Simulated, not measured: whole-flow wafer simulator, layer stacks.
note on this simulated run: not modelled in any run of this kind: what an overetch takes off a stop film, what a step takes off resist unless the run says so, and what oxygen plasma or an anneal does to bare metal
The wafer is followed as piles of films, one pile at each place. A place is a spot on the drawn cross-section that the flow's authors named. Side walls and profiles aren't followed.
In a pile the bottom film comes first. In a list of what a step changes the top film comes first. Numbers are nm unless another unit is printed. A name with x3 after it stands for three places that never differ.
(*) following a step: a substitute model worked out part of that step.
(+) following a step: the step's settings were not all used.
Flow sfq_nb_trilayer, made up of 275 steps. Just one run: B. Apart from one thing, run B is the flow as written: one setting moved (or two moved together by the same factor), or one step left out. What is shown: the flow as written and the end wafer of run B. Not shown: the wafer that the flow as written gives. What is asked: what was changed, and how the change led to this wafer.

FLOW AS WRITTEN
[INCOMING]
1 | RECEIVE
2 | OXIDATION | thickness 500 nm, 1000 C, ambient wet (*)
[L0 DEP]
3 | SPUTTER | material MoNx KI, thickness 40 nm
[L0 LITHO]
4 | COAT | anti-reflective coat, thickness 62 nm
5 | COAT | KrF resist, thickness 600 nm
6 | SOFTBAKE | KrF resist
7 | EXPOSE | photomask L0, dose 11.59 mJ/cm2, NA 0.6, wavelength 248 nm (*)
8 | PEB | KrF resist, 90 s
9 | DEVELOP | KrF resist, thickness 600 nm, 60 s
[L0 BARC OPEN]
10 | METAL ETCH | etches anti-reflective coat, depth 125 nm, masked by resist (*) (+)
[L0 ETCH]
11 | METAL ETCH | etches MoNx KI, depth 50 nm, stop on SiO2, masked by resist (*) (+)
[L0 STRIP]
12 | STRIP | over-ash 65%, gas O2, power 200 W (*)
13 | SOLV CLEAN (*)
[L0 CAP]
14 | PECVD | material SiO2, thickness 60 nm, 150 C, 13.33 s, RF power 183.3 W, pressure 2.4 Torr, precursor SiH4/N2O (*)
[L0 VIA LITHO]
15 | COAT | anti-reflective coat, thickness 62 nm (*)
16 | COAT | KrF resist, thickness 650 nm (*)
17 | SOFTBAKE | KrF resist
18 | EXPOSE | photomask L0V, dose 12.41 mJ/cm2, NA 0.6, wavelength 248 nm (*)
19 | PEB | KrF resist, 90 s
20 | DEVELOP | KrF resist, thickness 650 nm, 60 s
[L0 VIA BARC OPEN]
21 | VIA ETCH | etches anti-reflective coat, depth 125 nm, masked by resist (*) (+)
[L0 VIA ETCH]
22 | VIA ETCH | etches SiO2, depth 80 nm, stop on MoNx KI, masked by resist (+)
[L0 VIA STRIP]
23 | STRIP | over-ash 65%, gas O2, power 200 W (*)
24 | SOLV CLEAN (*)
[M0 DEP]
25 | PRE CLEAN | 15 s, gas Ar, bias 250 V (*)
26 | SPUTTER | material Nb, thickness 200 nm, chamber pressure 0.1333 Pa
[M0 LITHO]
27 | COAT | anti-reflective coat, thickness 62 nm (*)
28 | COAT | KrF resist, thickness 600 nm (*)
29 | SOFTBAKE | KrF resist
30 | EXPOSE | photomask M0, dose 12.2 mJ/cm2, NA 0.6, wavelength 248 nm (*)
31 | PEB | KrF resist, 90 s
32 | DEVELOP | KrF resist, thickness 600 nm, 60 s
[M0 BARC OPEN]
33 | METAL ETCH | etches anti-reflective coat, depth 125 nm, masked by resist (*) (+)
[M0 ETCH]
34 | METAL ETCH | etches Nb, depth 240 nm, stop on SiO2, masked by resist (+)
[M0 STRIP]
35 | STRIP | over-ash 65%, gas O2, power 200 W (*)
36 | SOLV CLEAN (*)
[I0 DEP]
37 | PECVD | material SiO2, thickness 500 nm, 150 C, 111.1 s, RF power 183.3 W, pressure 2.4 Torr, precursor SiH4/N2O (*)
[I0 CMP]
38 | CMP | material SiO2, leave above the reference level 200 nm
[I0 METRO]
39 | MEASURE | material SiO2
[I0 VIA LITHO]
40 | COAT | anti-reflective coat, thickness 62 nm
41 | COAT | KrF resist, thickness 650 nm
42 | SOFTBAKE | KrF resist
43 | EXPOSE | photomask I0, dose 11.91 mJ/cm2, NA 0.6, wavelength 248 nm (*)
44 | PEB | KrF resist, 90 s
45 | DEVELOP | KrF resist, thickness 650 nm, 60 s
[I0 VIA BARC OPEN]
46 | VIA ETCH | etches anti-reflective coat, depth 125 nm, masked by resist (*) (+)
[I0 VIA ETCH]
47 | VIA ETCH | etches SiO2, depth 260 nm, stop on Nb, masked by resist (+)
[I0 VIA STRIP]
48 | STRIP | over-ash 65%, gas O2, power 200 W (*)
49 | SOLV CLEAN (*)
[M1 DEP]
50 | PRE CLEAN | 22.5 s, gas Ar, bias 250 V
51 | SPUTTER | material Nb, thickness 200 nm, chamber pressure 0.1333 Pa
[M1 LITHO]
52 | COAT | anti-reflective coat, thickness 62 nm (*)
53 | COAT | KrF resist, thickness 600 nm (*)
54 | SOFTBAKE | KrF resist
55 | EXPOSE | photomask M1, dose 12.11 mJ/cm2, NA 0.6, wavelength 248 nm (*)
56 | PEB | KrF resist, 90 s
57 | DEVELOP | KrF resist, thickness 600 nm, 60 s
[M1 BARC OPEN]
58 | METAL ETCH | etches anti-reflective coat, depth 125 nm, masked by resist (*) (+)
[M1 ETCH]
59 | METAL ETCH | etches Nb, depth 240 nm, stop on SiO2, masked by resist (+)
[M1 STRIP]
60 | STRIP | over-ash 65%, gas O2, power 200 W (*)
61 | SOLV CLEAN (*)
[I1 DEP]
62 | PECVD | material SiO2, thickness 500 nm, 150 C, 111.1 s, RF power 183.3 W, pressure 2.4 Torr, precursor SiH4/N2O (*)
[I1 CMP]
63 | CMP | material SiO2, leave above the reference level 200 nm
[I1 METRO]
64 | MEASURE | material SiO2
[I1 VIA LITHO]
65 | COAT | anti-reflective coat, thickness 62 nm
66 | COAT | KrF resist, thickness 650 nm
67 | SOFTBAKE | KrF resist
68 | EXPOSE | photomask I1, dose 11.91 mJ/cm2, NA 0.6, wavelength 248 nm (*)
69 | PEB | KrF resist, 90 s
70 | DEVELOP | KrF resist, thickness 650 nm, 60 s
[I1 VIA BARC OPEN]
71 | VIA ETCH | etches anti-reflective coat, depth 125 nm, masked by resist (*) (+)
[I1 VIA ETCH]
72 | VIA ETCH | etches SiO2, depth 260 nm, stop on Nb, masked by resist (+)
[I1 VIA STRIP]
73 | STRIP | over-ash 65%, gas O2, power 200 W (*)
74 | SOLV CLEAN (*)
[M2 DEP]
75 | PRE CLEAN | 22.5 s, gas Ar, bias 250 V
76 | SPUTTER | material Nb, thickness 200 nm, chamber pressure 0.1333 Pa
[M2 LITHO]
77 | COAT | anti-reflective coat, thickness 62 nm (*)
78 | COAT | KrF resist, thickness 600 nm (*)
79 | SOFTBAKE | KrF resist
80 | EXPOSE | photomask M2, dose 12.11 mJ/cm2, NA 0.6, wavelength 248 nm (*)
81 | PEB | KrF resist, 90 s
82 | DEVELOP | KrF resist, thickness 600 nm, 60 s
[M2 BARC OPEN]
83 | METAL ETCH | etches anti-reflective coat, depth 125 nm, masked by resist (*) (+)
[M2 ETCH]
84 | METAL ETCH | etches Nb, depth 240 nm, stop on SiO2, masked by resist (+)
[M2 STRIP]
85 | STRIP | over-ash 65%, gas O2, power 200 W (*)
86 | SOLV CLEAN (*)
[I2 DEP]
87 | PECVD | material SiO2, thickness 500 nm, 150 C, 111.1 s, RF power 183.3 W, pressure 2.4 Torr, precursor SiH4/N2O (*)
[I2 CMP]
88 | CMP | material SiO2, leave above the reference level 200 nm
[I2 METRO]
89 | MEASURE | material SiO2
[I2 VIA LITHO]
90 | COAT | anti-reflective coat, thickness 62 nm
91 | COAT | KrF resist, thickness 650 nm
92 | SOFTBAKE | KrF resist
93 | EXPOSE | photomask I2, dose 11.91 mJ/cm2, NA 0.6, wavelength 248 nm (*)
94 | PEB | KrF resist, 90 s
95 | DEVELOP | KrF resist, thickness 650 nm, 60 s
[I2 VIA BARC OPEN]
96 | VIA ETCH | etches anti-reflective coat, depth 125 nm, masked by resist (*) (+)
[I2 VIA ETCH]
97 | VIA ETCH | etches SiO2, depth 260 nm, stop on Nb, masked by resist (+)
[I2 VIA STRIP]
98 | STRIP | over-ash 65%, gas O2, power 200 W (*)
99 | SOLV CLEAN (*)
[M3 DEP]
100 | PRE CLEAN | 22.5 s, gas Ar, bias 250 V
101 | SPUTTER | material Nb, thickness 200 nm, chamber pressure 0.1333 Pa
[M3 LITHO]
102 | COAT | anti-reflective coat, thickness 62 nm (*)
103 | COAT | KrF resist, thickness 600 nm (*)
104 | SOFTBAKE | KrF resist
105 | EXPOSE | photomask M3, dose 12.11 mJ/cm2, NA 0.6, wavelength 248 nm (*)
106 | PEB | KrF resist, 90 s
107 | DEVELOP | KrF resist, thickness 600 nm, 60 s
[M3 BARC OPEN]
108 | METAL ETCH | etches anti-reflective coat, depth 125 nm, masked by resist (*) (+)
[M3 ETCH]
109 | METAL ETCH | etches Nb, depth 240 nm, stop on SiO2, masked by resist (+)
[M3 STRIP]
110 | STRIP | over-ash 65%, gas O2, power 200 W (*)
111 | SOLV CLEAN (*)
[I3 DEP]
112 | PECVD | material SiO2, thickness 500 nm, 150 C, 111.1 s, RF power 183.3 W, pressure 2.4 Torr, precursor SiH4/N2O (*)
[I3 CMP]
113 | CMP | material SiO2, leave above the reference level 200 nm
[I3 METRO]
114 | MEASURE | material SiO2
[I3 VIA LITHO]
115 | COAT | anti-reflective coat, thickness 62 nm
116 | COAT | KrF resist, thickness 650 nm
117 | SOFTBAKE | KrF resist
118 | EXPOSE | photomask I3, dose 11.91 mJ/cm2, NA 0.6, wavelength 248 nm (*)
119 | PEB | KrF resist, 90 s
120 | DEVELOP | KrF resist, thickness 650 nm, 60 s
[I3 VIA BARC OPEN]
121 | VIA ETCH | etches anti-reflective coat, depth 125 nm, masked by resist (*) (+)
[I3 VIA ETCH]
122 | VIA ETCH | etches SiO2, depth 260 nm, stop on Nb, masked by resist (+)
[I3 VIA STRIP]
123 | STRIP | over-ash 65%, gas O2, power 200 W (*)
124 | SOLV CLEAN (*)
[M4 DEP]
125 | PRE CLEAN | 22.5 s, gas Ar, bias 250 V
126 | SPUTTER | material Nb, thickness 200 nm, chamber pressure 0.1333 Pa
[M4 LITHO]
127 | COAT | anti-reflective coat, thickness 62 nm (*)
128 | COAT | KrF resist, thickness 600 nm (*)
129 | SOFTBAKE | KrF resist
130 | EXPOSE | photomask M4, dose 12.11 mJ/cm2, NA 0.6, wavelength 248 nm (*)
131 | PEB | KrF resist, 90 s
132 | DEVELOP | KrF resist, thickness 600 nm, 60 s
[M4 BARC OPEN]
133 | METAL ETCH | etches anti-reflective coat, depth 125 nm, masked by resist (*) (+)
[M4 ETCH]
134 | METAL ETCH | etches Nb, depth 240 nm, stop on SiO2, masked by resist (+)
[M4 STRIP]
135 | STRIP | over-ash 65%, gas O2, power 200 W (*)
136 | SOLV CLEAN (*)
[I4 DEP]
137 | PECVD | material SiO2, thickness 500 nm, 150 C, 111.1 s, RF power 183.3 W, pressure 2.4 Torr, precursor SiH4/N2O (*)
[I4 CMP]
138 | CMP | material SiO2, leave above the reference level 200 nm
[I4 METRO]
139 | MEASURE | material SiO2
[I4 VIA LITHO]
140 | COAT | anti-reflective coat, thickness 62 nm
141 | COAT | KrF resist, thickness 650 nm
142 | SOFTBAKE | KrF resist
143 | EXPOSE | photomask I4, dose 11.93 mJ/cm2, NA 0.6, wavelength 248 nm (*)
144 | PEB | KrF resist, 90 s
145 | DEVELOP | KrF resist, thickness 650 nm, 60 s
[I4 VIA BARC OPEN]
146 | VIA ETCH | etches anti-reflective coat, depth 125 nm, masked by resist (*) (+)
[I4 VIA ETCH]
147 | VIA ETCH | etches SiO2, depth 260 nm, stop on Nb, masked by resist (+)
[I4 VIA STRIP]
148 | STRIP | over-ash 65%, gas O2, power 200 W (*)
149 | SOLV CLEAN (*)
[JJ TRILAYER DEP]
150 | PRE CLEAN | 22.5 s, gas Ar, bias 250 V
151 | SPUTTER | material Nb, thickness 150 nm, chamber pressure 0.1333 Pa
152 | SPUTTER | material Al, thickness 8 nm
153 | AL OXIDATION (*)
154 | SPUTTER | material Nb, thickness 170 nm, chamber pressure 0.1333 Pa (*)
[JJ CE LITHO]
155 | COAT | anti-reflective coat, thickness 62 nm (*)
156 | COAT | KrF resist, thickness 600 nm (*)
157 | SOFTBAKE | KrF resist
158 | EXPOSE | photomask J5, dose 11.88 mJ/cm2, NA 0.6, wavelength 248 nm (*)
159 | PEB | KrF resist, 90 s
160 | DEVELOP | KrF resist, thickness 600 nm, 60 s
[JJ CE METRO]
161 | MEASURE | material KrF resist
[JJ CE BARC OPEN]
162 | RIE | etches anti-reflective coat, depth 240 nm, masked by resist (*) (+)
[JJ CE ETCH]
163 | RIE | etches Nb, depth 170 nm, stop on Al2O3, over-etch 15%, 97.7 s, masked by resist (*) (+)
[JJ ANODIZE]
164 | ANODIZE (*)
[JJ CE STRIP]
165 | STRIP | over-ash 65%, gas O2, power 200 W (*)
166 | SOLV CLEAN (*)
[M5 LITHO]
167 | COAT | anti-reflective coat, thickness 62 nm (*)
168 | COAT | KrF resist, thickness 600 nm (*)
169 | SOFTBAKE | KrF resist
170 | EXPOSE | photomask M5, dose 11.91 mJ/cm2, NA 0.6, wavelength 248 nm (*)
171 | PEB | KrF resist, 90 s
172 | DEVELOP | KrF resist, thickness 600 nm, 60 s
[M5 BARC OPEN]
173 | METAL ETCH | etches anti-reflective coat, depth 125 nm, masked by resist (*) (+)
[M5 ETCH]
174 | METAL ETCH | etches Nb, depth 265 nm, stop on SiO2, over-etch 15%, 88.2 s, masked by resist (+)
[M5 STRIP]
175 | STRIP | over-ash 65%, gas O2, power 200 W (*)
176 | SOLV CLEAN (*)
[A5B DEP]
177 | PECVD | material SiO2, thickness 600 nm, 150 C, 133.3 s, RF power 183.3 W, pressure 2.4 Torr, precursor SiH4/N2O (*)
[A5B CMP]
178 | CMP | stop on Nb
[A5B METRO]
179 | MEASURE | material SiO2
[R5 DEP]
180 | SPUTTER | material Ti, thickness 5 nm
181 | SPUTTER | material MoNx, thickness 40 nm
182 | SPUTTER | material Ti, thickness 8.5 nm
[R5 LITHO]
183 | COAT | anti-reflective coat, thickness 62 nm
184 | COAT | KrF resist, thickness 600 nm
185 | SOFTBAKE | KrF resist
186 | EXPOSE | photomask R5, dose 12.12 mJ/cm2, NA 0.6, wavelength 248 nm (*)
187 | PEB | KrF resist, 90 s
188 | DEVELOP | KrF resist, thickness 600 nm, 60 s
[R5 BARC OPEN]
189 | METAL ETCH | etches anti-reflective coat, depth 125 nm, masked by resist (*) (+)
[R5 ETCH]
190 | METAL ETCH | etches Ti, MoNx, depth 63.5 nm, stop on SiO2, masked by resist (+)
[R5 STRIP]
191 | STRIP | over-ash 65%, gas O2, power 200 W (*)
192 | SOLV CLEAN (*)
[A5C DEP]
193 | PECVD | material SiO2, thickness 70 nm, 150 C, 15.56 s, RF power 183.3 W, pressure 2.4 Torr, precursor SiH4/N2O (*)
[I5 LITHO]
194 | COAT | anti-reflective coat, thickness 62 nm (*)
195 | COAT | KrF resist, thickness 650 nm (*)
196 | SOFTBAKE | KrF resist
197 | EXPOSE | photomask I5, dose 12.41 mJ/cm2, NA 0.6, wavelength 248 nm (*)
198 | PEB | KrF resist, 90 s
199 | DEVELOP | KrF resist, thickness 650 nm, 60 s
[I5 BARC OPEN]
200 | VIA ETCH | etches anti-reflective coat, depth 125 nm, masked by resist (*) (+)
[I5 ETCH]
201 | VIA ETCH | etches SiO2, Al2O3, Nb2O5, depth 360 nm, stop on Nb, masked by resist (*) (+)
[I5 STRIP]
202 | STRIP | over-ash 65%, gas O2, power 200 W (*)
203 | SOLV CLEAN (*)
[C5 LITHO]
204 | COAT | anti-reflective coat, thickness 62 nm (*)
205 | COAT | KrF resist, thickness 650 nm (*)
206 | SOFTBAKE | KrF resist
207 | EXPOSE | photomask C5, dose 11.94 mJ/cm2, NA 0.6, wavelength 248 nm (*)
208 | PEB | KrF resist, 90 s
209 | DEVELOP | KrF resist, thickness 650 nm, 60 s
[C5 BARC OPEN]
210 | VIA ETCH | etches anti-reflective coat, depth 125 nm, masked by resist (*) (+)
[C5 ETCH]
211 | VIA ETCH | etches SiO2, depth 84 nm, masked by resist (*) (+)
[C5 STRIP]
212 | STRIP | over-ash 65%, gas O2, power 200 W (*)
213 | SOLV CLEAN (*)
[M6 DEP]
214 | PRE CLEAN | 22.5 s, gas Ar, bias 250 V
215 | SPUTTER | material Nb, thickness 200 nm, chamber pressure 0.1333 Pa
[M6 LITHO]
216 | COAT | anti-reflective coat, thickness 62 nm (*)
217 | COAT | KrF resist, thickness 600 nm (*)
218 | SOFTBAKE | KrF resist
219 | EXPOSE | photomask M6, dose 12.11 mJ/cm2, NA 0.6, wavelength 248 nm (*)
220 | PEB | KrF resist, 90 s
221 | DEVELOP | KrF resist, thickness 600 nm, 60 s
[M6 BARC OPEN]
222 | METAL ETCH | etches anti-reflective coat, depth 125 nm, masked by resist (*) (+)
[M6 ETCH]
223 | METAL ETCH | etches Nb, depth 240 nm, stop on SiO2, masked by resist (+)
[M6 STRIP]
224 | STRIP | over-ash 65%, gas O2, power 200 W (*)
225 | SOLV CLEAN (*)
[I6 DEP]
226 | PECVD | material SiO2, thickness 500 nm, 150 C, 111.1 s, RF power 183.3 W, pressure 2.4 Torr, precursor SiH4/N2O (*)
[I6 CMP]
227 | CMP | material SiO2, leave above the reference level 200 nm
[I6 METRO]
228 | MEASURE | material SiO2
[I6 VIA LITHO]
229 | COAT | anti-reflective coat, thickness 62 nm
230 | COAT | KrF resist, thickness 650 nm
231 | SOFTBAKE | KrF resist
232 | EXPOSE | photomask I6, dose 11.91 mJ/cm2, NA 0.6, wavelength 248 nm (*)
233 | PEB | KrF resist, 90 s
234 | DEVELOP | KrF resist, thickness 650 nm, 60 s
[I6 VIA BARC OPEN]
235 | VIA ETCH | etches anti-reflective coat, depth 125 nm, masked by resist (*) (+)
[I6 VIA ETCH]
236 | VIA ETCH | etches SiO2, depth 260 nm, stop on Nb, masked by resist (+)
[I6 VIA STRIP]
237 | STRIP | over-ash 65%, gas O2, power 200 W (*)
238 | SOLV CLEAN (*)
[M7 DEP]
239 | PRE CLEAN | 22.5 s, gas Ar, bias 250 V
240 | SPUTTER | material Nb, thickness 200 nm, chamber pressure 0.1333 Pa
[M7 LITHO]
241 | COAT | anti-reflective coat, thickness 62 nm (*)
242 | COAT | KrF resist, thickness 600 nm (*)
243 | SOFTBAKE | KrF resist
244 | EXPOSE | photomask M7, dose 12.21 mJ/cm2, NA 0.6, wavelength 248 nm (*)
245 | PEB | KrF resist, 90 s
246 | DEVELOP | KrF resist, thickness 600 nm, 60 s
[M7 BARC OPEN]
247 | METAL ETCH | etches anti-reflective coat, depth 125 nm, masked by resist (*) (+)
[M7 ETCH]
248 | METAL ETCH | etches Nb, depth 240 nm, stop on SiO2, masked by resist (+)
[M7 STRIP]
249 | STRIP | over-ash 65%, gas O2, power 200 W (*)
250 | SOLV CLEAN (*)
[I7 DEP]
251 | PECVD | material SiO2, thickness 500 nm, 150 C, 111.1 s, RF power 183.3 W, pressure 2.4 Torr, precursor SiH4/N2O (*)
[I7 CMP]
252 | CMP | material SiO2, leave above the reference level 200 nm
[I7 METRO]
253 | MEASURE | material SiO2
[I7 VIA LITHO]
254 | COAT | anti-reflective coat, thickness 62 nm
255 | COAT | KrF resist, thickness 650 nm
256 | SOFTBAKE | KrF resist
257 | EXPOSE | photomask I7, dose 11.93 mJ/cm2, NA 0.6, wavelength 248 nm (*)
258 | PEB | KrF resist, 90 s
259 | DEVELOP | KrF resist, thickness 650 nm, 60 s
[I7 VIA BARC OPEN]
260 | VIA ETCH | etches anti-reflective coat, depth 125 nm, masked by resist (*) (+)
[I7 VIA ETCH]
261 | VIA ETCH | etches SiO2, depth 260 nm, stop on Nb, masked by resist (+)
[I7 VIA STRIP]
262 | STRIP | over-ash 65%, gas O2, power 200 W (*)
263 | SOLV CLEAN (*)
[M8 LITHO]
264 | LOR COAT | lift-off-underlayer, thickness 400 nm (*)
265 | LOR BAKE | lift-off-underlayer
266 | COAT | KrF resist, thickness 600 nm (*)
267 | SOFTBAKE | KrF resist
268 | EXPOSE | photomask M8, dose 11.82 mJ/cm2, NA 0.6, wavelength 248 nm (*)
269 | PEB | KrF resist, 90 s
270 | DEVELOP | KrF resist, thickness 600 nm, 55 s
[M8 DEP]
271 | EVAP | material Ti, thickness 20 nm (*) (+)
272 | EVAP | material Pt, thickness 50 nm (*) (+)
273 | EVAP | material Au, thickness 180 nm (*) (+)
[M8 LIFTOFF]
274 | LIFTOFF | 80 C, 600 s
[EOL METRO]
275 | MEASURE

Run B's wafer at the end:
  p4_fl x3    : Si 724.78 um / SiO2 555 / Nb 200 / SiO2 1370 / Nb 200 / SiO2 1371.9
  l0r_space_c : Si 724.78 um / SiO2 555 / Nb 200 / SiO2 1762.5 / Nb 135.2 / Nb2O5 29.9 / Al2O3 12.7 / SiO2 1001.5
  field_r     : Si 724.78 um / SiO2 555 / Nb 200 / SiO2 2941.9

What caused this: step 151, SPUTTER: thickness 146 nm was run, whereas the flow has thickness 150 nm.

The path from the change to this, step by step:
  151 | SPUTTER | material Nb, thickness 150 nm, chamber pressure 0.1333 Pa
      field_l, v_sur, via_sp and 100 more: Nb gains 146 (new film) (as written it would have been: Nb gains 150 (new film))
      via_wl, via_w, via_wr: Nb gains 126.9 (as written it would have been: Nb gains 130.4)
  167 | COAT | anti-reflective coat, thickness 62 nm (*)
      ce_l: anti-reflective coat gains 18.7 (new film) (as written it would have been: anti-reflective coat gains 19.6 (new film))
  174 | METAL ETCH | etches Nb, depth 265 nm, stop on SiO2, over-etch 15%, 88.2 s, masked by resist (+)
      field_l, r_sur, res and 50 more: Al2O3 loses 12.6 (all of it), Nb2O5 loses 29.9 (all of it), Nb loses 135.2 (all of it), SiO2 loses 12.7 (as written it would have been: Al2O3 loses 12.6 (all of it), Nb2O5 loses 29.9 (all of it), Nb loses 139.2 (all of it), SiO2 loses 12.3)
  175 | STRIP | over-ash 65%, gas O2, power 200 W (*)
      ce_l: KrF resist loses 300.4 (all of it), anti-reflective coat loses 18.7 (all of it) (as written it would have been: KrF resist loses 299.6 (all of it), anti-reflective coat loses 19.6 (all of it))
  178 | CMP | stop on Nb
      lsp_m, ln_m6, lsp_r, l0_sur, l0v: SiO2 loses 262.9 (as written it would have been: SiO2 loses 253.3)
